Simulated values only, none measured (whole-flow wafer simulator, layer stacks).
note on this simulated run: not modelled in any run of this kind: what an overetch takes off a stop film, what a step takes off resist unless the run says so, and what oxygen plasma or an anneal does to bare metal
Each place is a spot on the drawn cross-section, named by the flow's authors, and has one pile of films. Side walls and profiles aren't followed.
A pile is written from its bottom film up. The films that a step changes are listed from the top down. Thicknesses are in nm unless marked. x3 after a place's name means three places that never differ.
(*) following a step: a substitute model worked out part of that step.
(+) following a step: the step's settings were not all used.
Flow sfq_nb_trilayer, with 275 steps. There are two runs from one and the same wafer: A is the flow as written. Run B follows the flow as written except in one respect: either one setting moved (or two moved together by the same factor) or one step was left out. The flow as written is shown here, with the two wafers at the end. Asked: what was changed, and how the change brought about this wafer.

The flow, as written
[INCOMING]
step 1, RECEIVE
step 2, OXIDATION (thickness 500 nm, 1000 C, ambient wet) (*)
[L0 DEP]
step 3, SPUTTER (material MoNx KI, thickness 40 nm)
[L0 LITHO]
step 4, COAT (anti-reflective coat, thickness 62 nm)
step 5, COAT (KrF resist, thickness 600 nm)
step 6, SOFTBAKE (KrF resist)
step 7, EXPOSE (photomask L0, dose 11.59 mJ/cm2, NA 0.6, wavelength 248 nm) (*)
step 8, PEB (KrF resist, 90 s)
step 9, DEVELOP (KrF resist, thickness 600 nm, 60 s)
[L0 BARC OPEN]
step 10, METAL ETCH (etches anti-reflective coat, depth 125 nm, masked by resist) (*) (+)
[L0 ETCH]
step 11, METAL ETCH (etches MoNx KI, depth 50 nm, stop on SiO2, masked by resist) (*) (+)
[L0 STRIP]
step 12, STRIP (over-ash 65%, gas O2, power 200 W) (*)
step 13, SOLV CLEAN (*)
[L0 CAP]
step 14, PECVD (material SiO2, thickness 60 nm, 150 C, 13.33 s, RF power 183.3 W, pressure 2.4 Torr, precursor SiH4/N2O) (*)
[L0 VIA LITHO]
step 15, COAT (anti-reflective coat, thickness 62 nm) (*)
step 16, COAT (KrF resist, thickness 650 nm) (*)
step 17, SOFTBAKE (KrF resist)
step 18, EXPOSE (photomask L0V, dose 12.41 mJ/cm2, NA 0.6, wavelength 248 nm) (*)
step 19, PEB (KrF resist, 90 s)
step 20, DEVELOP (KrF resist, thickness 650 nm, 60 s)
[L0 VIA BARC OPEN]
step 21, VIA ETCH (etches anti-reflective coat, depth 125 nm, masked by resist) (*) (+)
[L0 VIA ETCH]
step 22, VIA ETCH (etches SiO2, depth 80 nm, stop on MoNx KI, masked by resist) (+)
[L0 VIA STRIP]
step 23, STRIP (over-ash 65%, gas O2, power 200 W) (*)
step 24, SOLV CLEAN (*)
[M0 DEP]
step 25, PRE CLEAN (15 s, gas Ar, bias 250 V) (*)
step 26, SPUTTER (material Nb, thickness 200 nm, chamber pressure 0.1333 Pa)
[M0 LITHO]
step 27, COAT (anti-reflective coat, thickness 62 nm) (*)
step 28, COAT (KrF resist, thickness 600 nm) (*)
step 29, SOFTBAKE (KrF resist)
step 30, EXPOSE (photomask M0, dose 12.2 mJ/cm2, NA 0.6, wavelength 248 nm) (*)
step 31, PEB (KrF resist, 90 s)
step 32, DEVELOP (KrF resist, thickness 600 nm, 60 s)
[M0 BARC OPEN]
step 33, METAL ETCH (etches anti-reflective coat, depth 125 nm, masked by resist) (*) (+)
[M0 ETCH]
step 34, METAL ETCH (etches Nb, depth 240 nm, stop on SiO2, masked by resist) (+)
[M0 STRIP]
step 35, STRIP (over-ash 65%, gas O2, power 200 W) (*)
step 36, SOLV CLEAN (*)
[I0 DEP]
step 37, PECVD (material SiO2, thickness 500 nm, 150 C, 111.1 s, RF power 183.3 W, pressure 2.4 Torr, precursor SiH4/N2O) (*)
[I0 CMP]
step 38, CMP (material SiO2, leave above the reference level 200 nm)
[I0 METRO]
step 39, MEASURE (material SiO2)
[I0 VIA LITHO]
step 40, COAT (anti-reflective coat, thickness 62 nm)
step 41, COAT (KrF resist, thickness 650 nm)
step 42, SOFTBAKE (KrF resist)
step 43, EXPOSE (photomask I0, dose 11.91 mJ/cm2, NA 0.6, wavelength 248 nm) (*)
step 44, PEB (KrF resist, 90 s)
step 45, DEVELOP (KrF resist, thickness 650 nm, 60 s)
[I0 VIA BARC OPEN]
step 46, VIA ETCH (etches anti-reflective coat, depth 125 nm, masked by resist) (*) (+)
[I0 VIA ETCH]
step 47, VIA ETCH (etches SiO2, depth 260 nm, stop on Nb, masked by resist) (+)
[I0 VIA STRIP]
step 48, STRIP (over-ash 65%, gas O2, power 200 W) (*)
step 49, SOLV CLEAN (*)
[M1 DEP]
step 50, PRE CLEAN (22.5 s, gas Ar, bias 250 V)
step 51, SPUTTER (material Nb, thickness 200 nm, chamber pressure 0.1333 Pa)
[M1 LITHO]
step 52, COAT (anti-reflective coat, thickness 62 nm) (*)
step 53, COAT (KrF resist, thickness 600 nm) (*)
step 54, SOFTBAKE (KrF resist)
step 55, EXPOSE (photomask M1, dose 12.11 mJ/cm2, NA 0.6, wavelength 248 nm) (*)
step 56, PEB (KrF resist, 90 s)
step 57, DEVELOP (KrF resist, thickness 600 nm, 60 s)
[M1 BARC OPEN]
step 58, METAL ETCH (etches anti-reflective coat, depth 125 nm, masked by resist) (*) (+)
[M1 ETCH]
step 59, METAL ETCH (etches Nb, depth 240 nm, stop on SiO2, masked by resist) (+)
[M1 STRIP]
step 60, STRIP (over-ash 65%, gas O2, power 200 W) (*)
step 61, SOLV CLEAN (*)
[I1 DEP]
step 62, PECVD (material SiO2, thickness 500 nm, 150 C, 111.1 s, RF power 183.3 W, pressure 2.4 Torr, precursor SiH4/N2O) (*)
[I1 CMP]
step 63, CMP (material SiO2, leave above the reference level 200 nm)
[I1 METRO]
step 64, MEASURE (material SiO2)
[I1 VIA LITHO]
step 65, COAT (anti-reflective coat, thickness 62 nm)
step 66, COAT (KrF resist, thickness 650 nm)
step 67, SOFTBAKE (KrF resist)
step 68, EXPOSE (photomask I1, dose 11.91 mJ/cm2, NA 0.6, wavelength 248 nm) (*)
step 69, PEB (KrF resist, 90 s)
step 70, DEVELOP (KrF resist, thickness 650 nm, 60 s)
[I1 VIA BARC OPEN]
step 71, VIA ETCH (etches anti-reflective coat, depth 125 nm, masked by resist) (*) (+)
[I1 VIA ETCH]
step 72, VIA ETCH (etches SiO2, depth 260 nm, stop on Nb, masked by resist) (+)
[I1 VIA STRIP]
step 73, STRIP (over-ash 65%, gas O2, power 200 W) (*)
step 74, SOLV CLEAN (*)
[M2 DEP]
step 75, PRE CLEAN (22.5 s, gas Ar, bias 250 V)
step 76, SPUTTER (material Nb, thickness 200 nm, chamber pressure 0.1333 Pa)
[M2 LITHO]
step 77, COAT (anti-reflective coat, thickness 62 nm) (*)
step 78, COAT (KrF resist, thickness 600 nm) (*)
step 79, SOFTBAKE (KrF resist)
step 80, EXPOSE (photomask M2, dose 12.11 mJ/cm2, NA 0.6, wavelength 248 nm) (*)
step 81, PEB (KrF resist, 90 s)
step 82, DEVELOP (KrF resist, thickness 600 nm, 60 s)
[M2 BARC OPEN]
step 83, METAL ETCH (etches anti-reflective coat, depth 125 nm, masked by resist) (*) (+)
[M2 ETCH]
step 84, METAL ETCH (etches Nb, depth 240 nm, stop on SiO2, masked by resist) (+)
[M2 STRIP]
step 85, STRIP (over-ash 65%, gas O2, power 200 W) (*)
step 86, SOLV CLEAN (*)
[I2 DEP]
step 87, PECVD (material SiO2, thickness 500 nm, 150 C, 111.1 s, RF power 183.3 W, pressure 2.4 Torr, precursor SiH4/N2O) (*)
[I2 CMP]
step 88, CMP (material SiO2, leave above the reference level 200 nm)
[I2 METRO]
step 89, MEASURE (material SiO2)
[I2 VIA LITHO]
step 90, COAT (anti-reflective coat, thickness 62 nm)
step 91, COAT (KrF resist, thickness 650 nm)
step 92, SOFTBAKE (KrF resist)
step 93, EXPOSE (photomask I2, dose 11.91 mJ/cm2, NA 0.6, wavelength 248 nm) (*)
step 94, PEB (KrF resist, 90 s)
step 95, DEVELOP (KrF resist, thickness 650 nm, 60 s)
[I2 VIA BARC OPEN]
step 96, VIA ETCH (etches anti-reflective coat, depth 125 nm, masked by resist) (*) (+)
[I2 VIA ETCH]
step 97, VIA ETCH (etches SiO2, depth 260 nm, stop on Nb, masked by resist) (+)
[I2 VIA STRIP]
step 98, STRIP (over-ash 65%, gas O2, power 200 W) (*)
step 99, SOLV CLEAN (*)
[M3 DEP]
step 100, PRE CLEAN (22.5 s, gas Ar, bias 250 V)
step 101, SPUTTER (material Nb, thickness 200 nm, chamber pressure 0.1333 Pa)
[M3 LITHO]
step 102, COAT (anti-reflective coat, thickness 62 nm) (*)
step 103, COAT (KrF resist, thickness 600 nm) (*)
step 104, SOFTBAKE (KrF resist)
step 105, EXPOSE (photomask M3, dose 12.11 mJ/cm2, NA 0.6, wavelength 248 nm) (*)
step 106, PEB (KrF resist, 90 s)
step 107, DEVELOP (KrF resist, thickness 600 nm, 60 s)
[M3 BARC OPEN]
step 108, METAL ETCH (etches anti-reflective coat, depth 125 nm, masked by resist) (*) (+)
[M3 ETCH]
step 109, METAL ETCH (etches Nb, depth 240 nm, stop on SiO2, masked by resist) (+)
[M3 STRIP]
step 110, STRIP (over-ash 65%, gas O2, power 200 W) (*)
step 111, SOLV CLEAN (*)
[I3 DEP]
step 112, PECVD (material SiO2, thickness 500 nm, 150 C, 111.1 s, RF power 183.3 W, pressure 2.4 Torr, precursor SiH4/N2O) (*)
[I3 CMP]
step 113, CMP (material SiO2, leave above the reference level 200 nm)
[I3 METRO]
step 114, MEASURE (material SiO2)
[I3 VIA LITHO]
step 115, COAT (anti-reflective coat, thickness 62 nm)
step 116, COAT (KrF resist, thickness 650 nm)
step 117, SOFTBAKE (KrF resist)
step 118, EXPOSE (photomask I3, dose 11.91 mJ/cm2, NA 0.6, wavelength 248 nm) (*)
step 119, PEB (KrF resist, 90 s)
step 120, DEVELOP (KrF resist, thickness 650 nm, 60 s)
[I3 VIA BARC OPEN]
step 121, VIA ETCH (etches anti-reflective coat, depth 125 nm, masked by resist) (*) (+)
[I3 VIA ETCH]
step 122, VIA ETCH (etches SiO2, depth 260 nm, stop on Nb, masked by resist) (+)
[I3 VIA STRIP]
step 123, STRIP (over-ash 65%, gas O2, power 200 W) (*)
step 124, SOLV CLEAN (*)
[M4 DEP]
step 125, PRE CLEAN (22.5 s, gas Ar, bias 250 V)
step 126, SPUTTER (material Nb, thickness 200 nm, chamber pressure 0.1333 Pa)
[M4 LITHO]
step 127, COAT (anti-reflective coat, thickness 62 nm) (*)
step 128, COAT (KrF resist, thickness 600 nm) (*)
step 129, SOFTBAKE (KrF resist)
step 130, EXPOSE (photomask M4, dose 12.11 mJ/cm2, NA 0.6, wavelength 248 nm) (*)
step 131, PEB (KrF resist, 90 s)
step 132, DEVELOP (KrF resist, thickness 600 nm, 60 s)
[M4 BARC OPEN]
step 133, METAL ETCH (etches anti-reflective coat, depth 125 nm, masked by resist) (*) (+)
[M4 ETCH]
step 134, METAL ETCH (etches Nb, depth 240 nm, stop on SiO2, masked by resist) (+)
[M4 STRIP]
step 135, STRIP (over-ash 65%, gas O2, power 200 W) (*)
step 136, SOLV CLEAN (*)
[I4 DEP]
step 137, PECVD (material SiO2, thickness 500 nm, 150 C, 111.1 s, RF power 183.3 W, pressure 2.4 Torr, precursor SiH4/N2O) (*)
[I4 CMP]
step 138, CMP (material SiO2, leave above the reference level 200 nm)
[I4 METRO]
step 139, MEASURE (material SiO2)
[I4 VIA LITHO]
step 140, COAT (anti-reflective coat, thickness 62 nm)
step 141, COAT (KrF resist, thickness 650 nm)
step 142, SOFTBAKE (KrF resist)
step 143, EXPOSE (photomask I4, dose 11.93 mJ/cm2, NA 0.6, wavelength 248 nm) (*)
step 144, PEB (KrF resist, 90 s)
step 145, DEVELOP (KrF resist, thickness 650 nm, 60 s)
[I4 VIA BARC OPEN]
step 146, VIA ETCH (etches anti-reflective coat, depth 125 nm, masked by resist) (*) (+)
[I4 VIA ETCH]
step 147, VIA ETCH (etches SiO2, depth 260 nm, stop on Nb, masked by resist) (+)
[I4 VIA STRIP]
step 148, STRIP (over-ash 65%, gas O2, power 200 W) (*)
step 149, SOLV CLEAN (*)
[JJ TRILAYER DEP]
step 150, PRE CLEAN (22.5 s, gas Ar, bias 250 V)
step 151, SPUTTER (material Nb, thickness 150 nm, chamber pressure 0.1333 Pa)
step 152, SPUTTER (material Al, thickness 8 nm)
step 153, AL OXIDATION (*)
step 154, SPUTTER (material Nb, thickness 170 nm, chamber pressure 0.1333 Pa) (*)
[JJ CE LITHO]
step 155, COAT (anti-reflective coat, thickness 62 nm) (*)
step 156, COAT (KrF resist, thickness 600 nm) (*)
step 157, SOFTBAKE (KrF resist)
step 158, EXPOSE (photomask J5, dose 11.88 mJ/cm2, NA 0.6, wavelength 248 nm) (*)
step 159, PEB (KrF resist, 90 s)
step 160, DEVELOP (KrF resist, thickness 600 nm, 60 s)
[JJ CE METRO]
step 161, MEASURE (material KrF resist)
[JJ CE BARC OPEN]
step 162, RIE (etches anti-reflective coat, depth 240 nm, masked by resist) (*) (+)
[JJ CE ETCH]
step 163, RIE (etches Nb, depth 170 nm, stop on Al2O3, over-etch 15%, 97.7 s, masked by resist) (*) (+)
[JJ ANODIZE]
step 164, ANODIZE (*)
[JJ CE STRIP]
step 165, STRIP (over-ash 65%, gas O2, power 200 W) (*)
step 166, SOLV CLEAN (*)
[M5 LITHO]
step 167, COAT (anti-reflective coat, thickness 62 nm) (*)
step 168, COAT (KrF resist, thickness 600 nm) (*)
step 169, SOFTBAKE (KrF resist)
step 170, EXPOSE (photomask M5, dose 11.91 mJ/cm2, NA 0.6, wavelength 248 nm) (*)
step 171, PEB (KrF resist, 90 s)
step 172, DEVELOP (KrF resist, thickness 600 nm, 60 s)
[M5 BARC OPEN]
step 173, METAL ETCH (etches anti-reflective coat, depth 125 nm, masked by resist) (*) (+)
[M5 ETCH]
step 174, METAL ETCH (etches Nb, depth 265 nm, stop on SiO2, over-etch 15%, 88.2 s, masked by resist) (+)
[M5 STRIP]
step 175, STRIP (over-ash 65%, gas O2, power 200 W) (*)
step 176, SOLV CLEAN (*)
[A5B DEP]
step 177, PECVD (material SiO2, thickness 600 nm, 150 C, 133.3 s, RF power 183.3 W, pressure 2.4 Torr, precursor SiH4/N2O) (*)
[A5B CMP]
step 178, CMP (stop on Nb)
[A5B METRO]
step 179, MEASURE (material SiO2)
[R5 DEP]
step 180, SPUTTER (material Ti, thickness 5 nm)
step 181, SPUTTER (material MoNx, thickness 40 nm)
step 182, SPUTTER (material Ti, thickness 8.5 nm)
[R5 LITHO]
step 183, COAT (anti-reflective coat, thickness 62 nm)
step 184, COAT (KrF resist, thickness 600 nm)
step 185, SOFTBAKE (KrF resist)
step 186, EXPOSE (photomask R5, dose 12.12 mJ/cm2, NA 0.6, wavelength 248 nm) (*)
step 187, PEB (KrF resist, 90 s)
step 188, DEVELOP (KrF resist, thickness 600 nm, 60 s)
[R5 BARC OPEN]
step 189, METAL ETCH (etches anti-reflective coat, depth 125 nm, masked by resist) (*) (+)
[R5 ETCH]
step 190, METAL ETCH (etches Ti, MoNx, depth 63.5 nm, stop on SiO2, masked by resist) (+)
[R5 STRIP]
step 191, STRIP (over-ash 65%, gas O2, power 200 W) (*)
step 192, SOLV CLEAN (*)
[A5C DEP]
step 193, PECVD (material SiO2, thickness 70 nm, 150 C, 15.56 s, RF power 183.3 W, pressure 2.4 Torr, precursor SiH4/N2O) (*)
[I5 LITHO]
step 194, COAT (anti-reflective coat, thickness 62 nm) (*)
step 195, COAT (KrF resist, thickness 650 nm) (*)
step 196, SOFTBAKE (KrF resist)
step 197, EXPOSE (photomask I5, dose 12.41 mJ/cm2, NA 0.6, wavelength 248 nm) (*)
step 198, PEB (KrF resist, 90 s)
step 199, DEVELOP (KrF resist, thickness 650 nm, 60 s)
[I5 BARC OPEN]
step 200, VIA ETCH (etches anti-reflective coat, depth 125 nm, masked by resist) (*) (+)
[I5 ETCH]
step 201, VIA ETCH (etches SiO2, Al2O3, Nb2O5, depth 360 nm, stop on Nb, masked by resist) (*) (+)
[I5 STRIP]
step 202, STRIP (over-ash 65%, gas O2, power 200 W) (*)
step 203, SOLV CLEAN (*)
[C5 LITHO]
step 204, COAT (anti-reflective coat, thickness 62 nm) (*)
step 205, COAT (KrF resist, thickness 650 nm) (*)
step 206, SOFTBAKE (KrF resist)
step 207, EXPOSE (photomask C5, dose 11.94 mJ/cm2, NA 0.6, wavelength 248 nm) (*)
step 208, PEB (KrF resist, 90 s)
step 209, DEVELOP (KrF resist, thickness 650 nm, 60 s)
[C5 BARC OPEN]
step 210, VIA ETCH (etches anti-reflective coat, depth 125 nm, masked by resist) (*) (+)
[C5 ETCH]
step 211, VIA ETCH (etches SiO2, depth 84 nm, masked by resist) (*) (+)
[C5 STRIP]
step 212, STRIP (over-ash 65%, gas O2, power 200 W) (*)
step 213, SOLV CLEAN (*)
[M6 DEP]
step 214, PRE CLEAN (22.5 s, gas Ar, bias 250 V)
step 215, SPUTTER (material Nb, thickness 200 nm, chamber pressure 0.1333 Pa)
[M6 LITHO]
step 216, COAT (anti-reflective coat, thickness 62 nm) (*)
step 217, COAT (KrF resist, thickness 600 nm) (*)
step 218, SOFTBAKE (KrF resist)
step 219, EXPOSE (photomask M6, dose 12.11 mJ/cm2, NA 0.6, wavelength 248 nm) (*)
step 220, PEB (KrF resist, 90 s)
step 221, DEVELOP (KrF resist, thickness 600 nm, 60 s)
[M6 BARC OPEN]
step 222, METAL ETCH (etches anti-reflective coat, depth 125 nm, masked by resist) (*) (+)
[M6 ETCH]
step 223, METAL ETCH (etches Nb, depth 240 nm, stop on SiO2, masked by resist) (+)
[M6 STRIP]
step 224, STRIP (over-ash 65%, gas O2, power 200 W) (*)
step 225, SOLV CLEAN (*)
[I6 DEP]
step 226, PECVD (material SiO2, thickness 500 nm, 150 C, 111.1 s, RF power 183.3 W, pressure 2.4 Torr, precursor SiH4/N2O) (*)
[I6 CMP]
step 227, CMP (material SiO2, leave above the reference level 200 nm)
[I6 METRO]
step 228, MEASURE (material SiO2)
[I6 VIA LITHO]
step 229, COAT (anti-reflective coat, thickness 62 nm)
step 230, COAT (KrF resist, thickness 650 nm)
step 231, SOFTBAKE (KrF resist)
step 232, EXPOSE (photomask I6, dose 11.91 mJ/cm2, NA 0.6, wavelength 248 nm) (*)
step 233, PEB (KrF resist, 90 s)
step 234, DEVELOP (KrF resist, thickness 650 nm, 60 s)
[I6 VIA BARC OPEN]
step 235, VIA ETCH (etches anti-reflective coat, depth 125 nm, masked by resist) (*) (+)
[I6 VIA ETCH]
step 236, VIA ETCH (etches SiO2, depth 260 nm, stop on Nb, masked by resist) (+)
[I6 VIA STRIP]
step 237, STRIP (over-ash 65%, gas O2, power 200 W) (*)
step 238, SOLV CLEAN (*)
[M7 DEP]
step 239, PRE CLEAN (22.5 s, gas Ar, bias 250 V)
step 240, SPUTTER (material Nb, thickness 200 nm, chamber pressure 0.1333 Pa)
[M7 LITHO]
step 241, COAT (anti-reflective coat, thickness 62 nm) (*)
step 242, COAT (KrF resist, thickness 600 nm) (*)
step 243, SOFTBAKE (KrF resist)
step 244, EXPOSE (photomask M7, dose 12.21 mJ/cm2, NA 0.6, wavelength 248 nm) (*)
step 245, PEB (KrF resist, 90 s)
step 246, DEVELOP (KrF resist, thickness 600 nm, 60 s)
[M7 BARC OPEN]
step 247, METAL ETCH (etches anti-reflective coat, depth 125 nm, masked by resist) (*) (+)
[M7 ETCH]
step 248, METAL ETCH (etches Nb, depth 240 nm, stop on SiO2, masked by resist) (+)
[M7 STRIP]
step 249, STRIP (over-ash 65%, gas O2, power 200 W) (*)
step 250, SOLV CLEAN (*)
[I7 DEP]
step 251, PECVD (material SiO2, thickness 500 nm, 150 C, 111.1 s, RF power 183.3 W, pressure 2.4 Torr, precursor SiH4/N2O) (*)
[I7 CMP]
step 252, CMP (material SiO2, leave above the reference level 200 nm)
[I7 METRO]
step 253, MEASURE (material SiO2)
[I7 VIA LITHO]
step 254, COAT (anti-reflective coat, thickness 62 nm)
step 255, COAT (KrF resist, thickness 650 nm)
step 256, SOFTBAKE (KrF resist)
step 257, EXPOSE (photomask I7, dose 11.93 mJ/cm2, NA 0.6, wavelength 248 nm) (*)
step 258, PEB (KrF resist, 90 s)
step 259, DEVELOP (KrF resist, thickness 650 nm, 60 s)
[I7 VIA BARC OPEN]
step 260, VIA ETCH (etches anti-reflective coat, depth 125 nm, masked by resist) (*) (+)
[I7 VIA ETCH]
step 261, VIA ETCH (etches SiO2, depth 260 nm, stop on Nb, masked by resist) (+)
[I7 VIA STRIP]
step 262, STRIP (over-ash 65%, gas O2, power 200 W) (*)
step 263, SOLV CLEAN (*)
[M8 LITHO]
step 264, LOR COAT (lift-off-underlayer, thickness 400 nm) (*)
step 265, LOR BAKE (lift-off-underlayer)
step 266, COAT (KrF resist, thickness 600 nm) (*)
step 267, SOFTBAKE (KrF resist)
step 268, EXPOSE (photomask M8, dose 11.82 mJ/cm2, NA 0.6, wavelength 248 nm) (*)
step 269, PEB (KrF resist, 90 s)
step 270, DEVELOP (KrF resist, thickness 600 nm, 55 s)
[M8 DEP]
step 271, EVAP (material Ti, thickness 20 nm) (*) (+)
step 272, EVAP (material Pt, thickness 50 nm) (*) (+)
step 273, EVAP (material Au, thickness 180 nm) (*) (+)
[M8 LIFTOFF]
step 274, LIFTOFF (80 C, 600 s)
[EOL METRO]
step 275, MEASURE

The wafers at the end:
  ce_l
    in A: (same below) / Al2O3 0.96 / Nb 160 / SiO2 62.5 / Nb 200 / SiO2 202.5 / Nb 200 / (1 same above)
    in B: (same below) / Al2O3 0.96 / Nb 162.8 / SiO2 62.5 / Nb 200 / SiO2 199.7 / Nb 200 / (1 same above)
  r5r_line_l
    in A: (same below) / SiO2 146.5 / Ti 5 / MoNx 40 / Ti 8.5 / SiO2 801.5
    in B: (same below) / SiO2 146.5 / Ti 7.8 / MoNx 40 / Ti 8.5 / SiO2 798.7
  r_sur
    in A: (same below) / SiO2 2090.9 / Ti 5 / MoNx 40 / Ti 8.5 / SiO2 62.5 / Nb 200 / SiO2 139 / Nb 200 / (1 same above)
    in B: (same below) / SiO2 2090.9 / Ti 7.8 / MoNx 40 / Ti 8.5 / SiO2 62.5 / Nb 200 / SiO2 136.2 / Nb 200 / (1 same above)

Cause: step 180, SPUTTER: thickness 7.8 nm was run, while the flow as written has thickness 5 nm.
The wafer lets one read it off: r5r_line_l has Ti 7.8, and step 180 as written asks for 5 nm.

How this came from the change, step by step:
  step 180, SPUTTER (material Ti, thickness 5 nm)
      field_l, v_sur, via_wl and 103 more: A Ti gains 5 (new film) | B Ti gains 7.8 (new film)
  step 190, METAL ETCH (etches Ti, MoNx, depth 63.5 nm, stop on SiO2, masked by resist) (+)
      field_l, v_sur, via_wl and 92 more: A Ti loses 8.5 (all of it), MoNx loses 40 (all of it), Ti loses 5 (all of it) | B Ti loses 8.5 (all of it), MoNx loses 40 (all of it), Ti loses 7.8 (all of it)
      ce_l, c5j, ce_r, wl_jj: A Ti loses 8.5 (all of it), MoNx loses 40 (all of it), Ti loses 5 (all of it), Nb loses 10 | B Ti loses 8.5 (all of it), MoNx loses 40 (all of it), Ti loses 7.8 (all of it), Nb loses 7.2
  step 216, COAT (anti-reflective coat, thickness 62 nm) (*)
      ce_r: A anti-reflective coat gains 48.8 (new film) | B anti-reflective coat gains 47.8 (new film)
  step 224, STRIP (over-ash 65%, gas O2, power 200 W) (*)
      ce_r: A KrF resist loses 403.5 (all of it), anti-reflective coat loses 48.8 (all of it) | B KrF resist loses 402.9 (all of it), anti-reflective coat loses 47.8 (all of it)
